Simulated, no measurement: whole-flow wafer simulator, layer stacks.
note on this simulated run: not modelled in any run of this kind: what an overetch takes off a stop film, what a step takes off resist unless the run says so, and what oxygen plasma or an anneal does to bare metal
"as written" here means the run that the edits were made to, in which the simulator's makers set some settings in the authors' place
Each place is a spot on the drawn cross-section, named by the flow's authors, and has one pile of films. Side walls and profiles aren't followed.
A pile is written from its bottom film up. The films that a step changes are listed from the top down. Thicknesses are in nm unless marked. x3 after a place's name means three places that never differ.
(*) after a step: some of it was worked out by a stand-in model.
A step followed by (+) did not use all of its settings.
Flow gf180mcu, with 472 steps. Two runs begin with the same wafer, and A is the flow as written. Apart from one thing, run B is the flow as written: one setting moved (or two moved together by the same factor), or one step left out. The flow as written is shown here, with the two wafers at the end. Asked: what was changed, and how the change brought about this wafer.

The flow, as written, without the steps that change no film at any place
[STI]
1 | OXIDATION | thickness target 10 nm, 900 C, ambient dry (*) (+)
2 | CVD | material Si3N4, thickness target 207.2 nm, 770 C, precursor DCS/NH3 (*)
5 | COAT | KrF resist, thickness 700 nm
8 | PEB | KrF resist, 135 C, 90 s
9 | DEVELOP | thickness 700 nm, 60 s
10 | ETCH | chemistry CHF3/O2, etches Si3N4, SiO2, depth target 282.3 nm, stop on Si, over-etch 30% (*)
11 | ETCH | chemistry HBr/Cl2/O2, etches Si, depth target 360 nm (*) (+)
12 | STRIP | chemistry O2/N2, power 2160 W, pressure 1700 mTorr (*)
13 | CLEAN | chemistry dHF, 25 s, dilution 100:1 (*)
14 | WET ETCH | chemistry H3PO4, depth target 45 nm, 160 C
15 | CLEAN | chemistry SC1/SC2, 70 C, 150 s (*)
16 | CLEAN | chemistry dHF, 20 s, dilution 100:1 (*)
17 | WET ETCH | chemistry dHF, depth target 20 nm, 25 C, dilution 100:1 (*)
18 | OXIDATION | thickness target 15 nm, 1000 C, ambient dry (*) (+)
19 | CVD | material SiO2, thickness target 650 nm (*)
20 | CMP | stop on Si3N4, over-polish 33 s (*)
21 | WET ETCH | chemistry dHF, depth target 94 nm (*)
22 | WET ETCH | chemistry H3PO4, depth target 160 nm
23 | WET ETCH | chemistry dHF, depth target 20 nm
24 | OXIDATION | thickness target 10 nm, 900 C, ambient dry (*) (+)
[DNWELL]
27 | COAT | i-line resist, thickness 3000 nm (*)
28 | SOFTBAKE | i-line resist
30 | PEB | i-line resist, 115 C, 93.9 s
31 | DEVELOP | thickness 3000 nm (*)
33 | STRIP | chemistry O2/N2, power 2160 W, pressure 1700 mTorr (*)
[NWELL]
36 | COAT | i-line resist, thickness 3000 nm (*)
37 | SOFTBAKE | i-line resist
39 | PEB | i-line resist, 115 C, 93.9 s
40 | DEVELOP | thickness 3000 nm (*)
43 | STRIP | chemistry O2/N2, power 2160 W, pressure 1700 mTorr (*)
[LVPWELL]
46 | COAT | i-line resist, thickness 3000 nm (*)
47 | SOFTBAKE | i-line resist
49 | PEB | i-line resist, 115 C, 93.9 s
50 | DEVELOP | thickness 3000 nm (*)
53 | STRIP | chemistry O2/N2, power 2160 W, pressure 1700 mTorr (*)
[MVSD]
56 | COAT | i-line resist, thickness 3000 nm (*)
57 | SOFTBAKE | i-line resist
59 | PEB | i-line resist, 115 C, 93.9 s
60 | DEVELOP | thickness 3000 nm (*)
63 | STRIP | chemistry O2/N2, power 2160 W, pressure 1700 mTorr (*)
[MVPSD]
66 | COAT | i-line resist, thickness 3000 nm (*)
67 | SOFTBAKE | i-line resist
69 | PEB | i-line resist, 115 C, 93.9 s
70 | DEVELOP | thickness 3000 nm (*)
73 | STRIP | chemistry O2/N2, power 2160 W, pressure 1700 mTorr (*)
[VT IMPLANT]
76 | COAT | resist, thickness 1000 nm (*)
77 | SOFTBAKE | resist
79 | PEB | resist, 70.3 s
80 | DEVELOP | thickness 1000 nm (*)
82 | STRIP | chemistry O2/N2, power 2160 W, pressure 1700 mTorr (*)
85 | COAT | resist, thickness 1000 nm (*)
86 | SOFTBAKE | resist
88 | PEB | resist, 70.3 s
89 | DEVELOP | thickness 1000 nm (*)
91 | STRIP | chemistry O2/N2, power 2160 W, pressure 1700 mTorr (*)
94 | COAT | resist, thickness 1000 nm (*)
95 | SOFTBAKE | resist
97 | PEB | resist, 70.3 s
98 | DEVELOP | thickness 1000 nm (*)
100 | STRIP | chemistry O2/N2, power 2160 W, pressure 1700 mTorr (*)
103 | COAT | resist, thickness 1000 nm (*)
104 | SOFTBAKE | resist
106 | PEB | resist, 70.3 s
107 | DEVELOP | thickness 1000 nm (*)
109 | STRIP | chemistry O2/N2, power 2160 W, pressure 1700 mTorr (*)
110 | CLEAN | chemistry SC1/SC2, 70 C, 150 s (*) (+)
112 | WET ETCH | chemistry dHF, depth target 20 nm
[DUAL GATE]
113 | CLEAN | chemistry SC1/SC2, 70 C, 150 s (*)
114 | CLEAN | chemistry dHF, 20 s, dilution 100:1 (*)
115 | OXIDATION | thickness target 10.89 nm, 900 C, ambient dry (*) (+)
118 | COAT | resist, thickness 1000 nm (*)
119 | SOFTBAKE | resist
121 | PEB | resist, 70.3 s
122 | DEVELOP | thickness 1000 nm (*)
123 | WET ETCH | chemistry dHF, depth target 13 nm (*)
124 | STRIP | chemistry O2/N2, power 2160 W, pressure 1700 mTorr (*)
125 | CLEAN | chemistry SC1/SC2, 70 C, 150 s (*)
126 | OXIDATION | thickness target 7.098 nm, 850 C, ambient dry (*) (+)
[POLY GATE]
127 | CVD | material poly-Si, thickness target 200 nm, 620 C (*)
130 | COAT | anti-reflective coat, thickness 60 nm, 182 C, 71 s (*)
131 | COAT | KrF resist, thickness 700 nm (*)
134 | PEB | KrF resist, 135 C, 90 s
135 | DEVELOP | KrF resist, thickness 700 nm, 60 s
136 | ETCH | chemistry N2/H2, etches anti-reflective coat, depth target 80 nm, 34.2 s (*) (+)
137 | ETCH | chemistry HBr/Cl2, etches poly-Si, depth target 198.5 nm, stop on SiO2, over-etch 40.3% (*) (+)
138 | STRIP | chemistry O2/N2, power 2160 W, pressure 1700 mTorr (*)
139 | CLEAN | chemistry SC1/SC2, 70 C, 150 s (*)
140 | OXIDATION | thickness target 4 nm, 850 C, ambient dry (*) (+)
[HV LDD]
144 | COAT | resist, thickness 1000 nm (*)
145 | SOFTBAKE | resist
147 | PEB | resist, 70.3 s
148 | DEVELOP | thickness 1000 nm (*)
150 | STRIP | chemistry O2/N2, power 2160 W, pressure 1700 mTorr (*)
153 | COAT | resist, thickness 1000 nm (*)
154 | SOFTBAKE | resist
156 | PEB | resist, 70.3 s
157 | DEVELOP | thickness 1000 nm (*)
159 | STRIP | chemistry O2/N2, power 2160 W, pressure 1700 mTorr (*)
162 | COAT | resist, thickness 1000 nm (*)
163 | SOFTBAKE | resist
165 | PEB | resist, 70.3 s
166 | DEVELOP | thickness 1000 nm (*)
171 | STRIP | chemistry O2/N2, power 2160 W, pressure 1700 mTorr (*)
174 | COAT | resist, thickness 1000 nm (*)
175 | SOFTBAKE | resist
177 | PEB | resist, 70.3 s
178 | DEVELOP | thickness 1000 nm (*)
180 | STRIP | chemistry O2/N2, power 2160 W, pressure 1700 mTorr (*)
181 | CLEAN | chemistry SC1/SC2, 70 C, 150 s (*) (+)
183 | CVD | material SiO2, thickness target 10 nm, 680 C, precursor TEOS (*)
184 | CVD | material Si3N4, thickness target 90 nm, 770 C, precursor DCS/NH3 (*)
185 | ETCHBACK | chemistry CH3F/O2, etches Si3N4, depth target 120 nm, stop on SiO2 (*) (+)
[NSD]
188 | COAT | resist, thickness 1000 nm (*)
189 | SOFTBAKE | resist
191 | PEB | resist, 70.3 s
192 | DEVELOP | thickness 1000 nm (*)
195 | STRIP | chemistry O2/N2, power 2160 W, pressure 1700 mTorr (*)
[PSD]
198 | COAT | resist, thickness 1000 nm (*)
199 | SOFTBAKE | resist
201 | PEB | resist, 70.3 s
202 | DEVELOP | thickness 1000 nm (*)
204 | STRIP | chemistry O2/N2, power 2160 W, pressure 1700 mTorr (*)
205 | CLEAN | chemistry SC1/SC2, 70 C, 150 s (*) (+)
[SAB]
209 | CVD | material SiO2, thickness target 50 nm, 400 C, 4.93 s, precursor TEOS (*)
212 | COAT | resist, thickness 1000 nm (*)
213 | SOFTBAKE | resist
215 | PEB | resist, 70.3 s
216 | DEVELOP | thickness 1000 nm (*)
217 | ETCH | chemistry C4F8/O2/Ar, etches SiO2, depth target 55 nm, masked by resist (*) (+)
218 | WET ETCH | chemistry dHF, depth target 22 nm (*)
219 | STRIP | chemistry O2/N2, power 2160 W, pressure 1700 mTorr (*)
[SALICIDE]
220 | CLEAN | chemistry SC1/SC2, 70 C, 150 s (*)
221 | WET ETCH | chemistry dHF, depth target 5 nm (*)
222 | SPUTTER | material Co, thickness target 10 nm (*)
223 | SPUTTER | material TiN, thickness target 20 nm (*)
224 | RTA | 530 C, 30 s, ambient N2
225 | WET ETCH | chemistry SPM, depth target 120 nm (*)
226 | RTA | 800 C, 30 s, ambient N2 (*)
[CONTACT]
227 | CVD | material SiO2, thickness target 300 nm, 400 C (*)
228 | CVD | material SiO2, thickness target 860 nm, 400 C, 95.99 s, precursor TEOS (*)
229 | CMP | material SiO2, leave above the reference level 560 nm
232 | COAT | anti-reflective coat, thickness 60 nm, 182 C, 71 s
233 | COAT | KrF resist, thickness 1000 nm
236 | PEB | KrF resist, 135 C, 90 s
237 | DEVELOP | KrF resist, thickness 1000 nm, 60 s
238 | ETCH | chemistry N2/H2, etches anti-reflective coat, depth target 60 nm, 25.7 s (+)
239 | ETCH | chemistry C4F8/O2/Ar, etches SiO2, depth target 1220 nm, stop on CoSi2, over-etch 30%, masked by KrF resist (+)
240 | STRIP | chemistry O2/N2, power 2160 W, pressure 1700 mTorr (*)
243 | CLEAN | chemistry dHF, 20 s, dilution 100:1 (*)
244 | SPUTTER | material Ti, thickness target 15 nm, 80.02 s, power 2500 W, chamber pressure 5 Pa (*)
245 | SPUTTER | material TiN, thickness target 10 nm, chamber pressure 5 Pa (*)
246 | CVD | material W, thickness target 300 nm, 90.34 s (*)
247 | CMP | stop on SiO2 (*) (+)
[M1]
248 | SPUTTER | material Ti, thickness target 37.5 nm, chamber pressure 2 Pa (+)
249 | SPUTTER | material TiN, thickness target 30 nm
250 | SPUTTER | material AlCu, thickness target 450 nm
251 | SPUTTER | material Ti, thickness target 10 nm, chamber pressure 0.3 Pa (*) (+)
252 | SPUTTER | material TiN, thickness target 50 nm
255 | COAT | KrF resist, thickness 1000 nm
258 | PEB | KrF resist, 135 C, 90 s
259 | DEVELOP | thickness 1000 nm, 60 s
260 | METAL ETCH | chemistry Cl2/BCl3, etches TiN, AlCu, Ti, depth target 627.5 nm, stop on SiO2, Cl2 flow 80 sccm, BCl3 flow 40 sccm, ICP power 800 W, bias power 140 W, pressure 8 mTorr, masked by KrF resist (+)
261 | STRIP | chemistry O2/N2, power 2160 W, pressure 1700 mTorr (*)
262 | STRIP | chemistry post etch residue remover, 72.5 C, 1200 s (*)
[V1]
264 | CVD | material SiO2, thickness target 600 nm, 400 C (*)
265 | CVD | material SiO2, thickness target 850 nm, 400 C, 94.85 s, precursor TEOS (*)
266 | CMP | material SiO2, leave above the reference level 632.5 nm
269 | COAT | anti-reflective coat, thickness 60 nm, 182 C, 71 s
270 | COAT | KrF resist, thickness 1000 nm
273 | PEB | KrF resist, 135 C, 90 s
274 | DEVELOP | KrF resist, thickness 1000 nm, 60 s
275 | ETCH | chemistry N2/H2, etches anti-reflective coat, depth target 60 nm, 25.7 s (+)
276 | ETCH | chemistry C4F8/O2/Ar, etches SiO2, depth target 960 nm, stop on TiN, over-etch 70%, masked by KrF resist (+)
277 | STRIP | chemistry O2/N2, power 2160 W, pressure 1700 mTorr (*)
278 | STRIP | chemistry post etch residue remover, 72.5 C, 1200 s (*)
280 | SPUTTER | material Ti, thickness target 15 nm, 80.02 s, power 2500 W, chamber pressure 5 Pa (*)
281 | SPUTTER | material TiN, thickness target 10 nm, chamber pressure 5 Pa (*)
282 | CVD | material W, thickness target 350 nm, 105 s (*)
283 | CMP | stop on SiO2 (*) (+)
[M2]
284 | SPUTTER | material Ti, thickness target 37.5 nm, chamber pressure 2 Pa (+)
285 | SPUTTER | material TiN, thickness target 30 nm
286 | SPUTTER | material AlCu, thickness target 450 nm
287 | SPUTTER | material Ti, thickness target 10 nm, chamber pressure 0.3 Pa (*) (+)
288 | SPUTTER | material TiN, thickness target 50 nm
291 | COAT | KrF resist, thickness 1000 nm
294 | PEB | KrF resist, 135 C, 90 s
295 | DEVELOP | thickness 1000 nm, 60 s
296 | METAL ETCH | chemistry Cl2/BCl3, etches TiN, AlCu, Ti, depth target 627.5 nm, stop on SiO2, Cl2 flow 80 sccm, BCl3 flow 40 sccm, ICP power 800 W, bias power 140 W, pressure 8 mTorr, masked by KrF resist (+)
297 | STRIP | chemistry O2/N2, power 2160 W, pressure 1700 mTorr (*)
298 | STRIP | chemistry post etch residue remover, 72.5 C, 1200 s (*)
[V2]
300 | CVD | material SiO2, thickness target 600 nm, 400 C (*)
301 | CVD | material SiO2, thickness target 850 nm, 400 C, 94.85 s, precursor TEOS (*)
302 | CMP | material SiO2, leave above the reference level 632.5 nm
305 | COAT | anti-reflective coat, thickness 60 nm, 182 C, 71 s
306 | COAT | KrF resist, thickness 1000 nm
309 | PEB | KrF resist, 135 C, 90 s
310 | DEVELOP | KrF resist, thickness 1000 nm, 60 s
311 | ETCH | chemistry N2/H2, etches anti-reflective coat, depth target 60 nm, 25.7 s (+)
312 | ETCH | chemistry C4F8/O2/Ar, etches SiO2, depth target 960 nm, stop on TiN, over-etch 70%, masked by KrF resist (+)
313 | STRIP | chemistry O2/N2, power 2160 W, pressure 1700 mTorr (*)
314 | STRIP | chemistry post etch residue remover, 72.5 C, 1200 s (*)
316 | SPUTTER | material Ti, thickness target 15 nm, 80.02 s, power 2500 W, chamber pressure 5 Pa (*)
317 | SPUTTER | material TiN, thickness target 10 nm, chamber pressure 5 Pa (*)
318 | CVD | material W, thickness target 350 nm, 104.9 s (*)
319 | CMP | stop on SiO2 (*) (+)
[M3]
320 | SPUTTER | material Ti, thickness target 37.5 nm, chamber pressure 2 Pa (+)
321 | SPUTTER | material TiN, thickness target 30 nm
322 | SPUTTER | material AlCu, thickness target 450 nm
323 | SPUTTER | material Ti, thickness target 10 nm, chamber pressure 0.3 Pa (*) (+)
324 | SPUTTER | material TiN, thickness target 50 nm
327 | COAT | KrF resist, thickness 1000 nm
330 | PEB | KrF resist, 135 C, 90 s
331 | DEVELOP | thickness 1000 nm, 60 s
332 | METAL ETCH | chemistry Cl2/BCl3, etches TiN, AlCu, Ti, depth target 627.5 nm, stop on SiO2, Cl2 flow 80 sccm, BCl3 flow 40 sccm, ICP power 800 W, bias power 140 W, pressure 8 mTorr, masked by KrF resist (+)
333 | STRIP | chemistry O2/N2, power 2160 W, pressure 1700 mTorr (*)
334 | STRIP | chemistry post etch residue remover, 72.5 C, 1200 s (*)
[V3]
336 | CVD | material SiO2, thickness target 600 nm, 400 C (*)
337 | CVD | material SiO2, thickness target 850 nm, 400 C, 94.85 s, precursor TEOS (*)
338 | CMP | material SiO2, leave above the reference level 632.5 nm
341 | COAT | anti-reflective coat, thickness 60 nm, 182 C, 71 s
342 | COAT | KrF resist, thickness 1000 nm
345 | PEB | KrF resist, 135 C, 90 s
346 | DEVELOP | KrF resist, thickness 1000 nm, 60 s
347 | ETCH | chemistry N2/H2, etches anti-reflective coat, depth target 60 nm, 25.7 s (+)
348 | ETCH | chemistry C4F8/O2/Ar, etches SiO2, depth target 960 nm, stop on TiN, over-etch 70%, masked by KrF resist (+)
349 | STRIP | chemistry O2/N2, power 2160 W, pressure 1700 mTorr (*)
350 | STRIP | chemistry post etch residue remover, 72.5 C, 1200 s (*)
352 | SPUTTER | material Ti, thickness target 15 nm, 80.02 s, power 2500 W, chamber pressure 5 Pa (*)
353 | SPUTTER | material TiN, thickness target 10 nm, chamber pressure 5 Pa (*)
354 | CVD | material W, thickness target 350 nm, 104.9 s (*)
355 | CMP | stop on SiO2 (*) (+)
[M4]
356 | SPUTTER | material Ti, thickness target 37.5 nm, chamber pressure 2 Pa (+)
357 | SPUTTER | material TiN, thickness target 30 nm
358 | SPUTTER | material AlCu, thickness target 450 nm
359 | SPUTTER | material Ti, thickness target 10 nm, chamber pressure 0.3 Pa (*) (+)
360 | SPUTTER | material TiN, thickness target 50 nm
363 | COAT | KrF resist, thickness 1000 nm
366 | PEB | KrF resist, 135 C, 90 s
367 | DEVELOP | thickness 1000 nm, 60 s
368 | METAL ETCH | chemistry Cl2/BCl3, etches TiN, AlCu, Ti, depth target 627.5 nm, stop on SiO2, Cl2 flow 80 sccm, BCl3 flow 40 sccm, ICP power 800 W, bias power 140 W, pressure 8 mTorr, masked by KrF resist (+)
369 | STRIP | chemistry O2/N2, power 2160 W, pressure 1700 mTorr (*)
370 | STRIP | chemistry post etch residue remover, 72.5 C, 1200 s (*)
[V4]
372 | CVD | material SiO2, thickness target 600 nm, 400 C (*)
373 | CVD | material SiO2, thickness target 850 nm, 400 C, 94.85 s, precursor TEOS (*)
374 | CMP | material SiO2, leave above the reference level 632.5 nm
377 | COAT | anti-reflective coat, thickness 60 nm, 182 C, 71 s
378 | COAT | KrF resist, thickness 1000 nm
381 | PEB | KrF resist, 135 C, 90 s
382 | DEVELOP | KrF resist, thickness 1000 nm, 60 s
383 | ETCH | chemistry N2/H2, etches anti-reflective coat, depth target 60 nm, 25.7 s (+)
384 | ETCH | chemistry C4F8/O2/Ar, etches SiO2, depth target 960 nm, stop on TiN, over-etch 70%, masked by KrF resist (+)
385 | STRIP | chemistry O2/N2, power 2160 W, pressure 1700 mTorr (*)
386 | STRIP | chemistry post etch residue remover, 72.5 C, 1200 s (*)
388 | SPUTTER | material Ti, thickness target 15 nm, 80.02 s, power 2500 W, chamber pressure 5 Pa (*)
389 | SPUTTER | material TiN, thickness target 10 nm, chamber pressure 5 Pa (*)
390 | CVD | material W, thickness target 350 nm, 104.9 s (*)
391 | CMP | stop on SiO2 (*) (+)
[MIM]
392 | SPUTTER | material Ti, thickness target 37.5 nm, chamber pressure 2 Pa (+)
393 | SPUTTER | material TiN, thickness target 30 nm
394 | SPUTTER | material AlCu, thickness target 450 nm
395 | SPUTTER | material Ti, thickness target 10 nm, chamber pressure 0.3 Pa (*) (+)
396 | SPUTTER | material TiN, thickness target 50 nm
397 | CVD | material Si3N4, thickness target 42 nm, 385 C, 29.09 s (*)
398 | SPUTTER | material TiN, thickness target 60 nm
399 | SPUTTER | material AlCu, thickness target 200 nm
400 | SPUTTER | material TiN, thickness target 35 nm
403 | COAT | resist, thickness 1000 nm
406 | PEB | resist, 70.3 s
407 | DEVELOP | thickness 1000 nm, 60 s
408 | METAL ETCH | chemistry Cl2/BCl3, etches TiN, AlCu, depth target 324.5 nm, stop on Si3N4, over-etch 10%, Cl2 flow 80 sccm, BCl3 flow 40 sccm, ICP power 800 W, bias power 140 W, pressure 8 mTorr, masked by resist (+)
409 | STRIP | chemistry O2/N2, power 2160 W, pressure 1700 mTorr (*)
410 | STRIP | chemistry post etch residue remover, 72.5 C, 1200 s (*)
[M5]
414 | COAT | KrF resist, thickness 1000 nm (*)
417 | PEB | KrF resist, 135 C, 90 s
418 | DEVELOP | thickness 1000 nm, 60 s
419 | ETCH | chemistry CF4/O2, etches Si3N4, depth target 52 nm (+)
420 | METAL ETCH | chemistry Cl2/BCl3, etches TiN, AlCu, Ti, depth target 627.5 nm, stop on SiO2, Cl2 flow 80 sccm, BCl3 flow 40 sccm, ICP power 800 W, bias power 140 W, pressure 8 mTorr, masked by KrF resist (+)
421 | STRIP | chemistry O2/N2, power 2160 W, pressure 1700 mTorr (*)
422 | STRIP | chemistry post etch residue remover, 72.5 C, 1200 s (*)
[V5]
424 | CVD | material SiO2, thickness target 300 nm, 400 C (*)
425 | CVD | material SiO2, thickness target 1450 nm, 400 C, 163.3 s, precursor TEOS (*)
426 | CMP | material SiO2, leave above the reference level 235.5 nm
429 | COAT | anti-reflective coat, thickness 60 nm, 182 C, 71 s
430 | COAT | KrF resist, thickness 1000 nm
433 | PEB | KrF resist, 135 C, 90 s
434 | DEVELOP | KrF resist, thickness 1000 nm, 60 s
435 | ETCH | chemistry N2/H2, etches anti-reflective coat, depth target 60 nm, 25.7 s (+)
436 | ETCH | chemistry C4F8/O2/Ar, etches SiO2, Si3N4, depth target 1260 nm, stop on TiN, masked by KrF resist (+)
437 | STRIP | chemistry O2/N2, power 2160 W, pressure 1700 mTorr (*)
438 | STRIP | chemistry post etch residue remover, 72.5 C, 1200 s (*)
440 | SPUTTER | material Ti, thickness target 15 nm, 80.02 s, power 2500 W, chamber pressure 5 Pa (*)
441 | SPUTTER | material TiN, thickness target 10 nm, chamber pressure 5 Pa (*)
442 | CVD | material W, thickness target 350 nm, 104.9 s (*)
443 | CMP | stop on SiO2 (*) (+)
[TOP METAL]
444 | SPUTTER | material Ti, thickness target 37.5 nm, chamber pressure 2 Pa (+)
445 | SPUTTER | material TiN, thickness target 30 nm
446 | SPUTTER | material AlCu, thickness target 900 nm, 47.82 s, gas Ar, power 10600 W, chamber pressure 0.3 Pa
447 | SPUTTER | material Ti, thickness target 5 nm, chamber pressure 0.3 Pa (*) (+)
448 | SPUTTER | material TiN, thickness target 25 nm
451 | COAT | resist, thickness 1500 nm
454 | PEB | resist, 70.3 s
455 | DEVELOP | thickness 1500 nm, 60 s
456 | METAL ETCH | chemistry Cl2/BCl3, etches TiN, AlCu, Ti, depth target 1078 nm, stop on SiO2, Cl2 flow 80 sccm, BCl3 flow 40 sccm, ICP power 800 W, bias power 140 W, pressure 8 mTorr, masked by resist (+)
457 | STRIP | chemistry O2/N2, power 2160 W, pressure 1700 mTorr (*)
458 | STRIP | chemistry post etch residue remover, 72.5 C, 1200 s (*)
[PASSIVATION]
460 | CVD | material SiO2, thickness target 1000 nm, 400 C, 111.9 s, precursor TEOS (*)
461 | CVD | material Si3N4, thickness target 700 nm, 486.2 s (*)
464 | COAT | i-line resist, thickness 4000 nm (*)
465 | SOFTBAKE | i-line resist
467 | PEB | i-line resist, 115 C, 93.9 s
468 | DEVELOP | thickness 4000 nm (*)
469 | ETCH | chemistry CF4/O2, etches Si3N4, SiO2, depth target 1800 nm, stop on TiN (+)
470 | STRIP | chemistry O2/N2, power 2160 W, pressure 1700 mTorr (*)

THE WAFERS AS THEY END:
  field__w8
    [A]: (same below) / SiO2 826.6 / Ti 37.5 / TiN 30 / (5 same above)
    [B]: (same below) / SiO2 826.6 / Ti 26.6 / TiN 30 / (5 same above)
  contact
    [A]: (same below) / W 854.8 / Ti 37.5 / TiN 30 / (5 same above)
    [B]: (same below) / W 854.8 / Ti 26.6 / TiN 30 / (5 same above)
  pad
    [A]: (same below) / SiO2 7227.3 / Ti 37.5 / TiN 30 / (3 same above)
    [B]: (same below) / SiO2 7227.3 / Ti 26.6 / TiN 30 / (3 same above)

What caused this: step 444, SPUTTER: thickness target 26.6 nm was run, while the flow as written has thickness target 37.5 nm.
The wafer lets one read it off: field__w8 has Ti 26.6, and step 444 as written asks for 37.5 nm.

How this came from the change, step by step:
  444 | SPUTTER | material Ti, thickness target 37.5 nm, chamber pressure 2 Pa (+)
      field, field__w1, field__w2 and 109 more: A +37.5 Ti (new film) | B +26.6 Ti (new film)
  456 | METAL ETCH | chemistry Cl2/BCl3, etches TiN, AlCu, Ti, depth target 1078 nm, stop on SiO2, Cl2 flow 80 sccm, BCl3 flow 40 sccm, ICP power 800 W, bias power 140 W, pressure 8 mTorr, masked by resist (+)
      field, field__w1, field__w2 and 103 more: A -25 TiN (all of it), -5 Ti (all of it), -900 AlCu (all of it), -30 TiN (all of it), -37.5 Ti (all of it) | B -25 TiN (all of it), -5 Ti (all of it), -900 AlCu (all of it), -30 TiN (all of it), -26.6 Ti (all of it)
